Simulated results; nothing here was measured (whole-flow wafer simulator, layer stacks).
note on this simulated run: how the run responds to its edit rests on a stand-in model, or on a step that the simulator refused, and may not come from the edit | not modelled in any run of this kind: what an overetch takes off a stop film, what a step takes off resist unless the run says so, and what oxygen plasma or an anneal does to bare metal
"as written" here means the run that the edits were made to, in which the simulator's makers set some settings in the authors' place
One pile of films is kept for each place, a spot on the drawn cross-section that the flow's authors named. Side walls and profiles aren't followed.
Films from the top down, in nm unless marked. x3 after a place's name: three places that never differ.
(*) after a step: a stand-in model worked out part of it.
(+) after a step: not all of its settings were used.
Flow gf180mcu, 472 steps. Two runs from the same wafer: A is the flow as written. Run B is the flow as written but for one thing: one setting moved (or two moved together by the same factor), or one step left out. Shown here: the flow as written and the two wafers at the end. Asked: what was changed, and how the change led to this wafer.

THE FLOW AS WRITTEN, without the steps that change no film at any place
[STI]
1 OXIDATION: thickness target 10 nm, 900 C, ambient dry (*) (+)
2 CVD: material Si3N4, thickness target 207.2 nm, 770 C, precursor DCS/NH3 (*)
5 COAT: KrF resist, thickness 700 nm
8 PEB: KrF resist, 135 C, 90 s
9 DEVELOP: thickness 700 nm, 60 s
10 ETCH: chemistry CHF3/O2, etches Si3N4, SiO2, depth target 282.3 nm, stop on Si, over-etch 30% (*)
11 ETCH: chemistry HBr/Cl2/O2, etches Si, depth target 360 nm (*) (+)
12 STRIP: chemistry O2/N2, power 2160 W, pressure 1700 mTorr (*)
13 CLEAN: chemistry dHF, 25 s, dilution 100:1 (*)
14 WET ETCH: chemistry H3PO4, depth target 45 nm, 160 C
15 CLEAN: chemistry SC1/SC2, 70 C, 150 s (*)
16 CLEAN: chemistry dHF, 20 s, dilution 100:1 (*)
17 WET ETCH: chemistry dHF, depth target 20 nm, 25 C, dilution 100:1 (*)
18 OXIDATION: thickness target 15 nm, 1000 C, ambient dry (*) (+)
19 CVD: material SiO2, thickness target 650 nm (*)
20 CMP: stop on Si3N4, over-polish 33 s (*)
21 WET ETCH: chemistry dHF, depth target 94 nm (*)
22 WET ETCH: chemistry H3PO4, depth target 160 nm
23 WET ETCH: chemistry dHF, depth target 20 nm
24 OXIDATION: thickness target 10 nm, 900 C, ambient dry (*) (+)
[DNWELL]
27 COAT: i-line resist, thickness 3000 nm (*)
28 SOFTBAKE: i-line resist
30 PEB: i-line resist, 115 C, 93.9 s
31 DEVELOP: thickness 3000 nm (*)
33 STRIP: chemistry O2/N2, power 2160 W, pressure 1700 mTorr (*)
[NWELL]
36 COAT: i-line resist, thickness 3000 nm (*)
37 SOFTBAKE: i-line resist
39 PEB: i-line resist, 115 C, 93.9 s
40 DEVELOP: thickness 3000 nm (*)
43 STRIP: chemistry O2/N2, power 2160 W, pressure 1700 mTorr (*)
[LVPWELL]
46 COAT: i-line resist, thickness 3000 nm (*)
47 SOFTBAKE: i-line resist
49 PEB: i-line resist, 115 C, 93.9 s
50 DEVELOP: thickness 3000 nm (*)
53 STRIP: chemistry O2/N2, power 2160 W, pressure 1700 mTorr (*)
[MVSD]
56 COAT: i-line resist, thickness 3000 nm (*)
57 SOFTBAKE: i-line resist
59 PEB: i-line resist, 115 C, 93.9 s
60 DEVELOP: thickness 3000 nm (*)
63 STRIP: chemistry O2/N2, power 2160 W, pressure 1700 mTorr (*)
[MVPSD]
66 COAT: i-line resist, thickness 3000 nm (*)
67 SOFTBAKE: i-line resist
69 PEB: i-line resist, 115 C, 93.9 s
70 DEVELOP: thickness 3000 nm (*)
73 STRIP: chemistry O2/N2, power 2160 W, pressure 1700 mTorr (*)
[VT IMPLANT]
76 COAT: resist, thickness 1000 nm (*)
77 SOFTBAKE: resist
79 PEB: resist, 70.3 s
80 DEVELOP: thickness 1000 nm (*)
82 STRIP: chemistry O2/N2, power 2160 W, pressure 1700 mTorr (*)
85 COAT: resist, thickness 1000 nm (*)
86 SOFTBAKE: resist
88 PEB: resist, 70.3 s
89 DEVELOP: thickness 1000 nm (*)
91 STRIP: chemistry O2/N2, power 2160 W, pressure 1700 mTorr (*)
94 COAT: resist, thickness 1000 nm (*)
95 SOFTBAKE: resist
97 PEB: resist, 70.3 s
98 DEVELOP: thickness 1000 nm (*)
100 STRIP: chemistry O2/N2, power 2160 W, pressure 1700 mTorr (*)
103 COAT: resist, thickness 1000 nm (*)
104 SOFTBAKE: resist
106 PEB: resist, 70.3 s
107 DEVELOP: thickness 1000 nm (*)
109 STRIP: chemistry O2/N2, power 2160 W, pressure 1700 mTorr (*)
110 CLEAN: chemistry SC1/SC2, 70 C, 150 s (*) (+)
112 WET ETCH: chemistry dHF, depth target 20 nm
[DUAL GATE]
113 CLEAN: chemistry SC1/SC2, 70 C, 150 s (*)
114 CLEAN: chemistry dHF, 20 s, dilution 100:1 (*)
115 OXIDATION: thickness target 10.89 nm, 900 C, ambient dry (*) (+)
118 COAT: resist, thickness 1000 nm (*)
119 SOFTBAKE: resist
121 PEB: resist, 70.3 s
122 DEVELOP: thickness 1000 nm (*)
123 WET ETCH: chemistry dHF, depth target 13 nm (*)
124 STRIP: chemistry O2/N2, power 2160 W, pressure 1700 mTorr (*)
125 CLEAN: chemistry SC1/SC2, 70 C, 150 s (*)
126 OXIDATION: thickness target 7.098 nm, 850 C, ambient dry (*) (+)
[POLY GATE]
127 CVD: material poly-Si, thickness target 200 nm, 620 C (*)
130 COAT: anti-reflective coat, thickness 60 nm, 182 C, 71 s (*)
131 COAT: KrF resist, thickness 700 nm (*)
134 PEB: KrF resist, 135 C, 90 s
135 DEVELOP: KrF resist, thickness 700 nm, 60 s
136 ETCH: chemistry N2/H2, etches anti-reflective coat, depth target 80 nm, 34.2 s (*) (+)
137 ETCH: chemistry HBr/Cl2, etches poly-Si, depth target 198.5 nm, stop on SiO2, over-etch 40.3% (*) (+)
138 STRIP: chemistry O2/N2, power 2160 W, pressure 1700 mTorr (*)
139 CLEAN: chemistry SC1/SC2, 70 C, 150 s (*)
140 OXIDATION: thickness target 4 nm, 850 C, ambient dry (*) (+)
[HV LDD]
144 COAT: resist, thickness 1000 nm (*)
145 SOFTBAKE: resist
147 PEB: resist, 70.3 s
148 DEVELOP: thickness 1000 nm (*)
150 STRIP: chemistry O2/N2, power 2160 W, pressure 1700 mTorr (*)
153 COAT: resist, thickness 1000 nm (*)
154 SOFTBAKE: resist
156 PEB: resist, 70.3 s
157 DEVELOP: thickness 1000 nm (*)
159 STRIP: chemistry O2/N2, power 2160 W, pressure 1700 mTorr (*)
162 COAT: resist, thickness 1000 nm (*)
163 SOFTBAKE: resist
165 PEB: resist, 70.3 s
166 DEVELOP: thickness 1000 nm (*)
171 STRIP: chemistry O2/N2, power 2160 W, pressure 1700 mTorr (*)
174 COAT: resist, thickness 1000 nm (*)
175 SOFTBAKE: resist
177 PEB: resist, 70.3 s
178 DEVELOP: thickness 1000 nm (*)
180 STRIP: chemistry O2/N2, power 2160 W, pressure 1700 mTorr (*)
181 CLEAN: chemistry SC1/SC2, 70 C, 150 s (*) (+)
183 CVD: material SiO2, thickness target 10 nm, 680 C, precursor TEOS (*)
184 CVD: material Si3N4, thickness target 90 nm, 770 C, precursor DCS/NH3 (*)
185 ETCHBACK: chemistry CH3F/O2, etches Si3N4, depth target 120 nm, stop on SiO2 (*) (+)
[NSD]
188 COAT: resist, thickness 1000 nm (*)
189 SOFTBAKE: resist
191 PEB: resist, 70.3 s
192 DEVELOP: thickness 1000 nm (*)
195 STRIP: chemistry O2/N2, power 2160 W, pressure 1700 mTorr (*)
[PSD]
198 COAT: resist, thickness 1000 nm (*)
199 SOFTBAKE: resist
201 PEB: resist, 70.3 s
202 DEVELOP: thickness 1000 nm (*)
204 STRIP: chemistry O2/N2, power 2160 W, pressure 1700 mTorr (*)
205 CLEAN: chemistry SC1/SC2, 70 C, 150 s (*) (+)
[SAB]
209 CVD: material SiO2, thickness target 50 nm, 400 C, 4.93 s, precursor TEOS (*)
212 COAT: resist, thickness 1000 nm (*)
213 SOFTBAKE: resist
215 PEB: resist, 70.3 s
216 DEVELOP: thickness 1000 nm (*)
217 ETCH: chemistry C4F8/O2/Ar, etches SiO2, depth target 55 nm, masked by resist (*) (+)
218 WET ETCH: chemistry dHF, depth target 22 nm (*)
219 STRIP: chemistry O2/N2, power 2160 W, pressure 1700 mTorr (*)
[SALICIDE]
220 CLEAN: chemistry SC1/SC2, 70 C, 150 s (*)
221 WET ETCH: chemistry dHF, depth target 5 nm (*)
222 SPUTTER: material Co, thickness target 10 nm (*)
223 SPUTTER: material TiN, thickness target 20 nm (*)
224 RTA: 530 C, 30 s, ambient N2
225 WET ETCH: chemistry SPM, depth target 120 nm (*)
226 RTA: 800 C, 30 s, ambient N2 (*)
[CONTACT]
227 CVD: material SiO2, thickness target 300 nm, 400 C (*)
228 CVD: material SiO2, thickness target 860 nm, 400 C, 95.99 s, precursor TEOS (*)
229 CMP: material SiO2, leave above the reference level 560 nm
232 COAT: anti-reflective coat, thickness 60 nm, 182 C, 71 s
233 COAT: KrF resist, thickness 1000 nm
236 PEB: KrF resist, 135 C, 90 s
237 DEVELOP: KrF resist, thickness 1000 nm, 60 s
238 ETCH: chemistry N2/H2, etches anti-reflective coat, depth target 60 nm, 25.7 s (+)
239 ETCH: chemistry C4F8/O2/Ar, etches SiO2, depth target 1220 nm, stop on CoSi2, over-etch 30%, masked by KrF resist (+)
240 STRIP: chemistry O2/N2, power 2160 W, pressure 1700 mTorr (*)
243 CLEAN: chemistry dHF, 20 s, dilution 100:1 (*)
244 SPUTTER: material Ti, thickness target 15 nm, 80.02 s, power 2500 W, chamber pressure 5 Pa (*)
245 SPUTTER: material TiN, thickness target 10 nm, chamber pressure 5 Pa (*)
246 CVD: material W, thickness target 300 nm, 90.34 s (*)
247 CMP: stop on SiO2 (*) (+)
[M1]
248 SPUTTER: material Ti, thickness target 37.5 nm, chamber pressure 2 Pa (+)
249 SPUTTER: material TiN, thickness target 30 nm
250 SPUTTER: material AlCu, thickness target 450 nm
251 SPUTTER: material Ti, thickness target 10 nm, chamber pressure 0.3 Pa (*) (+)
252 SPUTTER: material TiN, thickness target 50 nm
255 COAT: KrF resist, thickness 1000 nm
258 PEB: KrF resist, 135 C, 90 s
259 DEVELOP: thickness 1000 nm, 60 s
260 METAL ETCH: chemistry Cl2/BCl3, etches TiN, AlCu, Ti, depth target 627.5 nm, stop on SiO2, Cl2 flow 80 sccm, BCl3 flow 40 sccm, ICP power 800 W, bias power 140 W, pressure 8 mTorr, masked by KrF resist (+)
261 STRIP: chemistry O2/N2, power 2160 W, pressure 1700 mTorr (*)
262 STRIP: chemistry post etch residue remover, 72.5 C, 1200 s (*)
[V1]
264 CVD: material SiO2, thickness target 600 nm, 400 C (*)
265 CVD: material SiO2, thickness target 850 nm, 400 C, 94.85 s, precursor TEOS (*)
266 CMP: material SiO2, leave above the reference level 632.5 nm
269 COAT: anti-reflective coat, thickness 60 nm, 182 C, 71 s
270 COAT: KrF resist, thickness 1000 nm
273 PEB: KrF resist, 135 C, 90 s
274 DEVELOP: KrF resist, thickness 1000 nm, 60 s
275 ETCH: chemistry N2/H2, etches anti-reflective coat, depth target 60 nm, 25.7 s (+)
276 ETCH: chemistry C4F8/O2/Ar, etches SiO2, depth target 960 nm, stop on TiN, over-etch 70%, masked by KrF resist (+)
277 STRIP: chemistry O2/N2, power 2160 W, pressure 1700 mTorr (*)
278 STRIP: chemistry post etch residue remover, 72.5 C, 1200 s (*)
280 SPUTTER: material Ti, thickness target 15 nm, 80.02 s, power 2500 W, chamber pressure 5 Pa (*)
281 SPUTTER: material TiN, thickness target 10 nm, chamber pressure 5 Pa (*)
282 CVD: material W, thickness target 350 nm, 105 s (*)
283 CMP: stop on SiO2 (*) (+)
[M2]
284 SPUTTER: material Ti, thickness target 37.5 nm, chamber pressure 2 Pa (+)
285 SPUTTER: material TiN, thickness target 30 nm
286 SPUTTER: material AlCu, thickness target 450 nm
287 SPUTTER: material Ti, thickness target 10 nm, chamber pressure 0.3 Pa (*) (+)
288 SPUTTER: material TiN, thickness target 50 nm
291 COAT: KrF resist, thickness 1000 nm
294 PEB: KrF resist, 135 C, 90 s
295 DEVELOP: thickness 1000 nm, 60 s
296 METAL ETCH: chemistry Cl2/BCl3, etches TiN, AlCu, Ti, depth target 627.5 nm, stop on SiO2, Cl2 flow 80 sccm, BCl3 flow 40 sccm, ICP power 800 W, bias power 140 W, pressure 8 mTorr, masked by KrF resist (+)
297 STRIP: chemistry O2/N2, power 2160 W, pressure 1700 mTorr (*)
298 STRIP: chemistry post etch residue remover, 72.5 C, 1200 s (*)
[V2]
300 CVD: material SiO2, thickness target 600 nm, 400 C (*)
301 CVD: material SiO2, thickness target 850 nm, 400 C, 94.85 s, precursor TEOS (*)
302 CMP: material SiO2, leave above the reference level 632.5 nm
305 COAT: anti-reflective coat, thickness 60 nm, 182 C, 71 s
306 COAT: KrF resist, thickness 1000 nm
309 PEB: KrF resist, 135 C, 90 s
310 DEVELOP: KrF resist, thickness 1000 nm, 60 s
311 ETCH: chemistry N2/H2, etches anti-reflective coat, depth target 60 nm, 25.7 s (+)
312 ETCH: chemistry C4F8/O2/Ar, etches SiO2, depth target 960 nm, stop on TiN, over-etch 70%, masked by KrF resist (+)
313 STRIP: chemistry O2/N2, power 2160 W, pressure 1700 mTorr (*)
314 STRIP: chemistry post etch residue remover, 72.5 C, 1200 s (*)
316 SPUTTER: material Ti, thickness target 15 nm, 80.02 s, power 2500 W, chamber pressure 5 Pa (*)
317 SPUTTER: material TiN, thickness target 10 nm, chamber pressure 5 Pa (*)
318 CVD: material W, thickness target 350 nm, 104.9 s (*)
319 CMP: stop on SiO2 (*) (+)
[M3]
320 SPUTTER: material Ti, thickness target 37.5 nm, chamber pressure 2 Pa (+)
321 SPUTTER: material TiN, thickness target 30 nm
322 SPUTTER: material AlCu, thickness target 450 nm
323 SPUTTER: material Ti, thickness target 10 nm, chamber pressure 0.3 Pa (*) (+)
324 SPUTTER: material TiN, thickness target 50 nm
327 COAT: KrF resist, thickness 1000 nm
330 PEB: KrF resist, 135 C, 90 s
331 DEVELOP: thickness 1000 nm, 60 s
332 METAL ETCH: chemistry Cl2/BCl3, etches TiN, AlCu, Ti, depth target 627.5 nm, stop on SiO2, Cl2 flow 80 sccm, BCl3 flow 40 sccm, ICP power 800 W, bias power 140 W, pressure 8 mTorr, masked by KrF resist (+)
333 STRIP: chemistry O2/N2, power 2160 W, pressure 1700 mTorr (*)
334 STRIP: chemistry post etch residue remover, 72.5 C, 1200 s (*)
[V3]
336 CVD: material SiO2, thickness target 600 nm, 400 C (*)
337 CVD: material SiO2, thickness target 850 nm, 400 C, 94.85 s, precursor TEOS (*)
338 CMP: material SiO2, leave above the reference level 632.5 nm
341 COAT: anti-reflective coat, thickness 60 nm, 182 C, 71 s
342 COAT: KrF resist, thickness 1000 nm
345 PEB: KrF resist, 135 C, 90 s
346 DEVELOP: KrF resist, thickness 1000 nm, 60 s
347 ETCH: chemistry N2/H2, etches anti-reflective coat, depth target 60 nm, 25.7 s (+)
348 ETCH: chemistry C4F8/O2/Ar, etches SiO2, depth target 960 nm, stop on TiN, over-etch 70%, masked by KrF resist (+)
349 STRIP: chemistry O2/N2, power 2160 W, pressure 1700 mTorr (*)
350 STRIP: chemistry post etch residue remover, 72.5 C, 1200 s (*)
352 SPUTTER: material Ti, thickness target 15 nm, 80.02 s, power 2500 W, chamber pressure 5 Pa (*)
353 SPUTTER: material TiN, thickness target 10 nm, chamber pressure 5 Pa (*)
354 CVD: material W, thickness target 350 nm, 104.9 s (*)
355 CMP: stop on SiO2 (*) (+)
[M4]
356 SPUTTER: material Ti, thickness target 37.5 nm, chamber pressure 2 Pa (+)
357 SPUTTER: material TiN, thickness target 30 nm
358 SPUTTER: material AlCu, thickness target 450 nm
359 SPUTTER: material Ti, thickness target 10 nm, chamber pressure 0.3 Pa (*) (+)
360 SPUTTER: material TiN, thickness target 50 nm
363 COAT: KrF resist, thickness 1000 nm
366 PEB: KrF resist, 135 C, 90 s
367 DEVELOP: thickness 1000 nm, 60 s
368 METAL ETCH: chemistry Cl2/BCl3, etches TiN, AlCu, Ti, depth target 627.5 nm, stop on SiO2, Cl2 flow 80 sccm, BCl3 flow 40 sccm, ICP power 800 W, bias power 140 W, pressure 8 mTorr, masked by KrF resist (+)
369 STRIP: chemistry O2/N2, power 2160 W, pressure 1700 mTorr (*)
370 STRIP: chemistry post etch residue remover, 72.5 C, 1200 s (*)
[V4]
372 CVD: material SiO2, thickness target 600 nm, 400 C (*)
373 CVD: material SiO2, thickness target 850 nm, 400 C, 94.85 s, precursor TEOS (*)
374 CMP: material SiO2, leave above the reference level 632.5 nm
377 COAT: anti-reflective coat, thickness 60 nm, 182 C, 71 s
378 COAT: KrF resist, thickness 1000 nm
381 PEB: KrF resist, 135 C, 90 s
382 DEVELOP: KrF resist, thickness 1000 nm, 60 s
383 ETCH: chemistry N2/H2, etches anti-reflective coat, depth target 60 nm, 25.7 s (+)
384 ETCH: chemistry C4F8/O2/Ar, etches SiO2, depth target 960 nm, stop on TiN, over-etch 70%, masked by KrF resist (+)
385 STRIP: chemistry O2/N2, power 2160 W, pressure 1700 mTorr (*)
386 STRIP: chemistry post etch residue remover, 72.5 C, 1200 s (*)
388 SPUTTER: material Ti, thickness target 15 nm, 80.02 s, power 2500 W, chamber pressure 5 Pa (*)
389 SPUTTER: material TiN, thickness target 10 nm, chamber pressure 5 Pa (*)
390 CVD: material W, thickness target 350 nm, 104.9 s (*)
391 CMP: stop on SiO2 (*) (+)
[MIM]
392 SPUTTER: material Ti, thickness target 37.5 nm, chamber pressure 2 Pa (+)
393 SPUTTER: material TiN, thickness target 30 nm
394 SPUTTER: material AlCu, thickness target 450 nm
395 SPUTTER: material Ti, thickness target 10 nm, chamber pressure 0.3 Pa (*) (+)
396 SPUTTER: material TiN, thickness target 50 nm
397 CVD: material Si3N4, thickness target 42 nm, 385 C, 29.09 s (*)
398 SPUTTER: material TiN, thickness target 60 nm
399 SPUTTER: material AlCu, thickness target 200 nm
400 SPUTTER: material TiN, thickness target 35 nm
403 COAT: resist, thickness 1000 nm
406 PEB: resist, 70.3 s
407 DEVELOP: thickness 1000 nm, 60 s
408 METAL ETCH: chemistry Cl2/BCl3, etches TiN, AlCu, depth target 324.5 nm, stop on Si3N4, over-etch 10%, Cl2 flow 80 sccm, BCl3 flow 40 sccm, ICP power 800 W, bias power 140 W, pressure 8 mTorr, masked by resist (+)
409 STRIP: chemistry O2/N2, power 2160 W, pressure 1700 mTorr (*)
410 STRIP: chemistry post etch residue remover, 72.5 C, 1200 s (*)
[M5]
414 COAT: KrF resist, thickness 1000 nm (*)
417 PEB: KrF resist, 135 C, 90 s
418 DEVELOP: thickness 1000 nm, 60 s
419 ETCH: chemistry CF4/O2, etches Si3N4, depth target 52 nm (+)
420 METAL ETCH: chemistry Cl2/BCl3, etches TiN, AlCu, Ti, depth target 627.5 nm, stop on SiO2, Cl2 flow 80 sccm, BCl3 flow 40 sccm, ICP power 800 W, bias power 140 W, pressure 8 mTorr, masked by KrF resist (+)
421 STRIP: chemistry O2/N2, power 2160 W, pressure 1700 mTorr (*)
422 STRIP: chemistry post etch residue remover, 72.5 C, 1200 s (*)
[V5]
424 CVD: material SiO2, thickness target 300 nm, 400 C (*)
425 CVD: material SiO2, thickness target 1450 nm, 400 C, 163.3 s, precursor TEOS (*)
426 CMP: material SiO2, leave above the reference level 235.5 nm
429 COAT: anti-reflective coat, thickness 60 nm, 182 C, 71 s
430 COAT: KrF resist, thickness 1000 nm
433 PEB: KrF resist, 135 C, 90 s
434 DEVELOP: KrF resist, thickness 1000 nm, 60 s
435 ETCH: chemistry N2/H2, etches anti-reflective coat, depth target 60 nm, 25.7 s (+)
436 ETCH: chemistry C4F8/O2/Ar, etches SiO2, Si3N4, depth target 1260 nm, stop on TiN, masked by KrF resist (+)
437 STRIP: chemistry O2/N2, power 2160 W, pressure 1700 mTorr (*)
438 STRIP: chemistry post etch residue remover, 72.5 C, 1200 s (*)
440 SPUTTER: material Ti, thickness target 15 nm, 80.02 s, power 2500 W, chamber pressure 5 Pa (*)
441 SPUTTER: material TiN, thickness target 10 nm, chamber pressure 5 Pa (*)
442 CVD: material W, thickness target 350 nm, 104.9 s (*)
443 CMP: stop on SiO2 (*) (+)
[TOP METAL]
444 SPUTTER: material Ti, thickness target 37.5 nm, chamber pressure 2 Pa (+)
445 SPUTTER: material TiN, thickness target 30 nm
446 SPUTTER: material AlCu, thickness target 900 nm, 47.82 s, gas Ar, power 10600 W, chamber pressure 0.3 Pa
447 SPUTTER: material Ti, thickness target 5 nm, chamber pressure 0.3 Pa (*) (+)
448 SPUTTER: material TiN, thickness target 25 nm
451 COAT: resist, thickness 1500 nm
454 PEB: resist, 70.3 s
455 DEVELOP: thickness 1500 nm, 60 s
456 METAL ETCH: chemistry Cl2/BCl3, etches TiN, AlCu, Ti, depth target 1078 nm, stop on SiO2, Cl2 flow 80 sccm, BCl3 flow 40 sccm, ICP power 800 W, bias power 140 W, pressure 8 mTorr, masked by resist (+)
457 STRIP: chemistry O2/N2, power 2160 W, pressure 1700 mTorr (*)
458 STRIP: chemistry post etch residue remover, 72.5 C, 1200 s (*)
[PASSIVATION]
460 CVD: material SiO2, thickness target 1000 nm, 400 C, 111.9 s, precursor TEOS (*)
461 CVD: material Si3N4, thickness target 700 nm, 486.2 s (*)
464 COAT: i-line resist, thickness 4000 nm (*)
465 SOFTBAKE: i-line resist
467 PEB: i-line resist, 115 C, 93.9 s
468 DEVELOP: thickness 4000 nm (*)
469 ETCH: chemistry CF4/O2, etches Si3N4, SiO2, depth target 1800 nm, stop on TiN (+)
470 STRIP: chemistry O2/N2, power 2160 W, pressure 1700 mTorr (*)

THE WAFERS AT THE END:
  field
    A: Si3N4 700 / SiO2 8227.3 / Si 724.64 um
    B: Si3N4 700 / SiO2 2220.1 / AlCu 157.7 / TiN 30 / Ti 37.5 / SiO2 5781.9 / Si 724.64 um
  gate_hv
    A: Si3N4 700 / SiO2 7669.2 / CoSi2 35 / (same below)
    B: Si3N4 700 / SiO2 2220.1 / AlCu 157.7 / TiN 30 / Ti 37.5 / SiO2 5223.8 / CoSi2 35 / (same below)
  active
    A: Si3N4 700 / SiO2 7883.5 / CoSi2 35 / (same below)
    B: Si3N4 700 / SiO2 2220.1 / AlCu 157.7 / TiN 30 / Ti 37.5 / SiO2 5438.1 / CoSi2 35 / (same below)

The cause: step 420, METAL ETCH: depth target 345.1 nm was run, where the flow has depth target 627.5 nm.

How the change led to this, step by step:
  420 METAL ETCH: chemistry Cl2/BCl3, etches TiN, AlCu, Ti, depth target 627.5 nm, stop on SiO2, Cl2 flow 80 sccm, BCl3 flow 40 sccm, ICP power 800 W, bias power 140 W, pressure 8 mTorr, masked by KrF resist (+)
      field, field__w1, field__w2 and 101 more: A TiN -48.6 (all of it), Ti -10 (all of it), AlCu -450 (all of it), TiN -30 (all of it), Ti -37.5 (all of it) | B TiN -48.6 (all of it), Ti -10 (all of it), AlCu -286.5
      field__w4, field__w8, contact, m1, m1__w1, mim, mim_1p0, m1_nw: A KrF resist -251 | B KrF resist -138
  421 STRIP: chemistry O2/N2, power 2160 W, pressure 1700 mTorr (*)
      field__w8, m1__w1: A KrF resist -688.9 (all of it) | B KrF resist -801.8 (all of it)
      contact, m1: A KrF resist -689.3 (all of it) | B KrF resist -802.3 (all of it)
      (and at 4 more places)
  422 STRIP: chemistry post etch residue remover, 72.5 C, 1200 s (*)
      field, field__w1, field__w2 and 101 more: A nothing | B AlCu -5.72
  424 CVD: material SiO2, thickness target 300 nm, 400 C (*)
      field, field__w1, field__w2 and 101 more: A SiO2 +300 | B SiO2 +300 (new film)
  426 CMP: material SiO2, leave above the reference level 235.5 nm
      field, field__w1, field__w5 and 92 more: A SiO2 -300.8 | B SiO2 -526.1
      field__w2, field__w3, field__w12 and 6 more: A SiO2 -272.7 | B SiO2 -508.2
Counting metal films that touch as one body, field has 1 body; the flow as written gives 0 bodies.
Counting metal films that touch as one body, gate_hv has 2 bodies (between them, from the top down: SiO2 5223.8); the flow as written gives 1 body.
Counting metal films that touch as one body, active has 2 bodies (between them, from the top down: SiO2 5438.1); the flow as written gives 1 body.
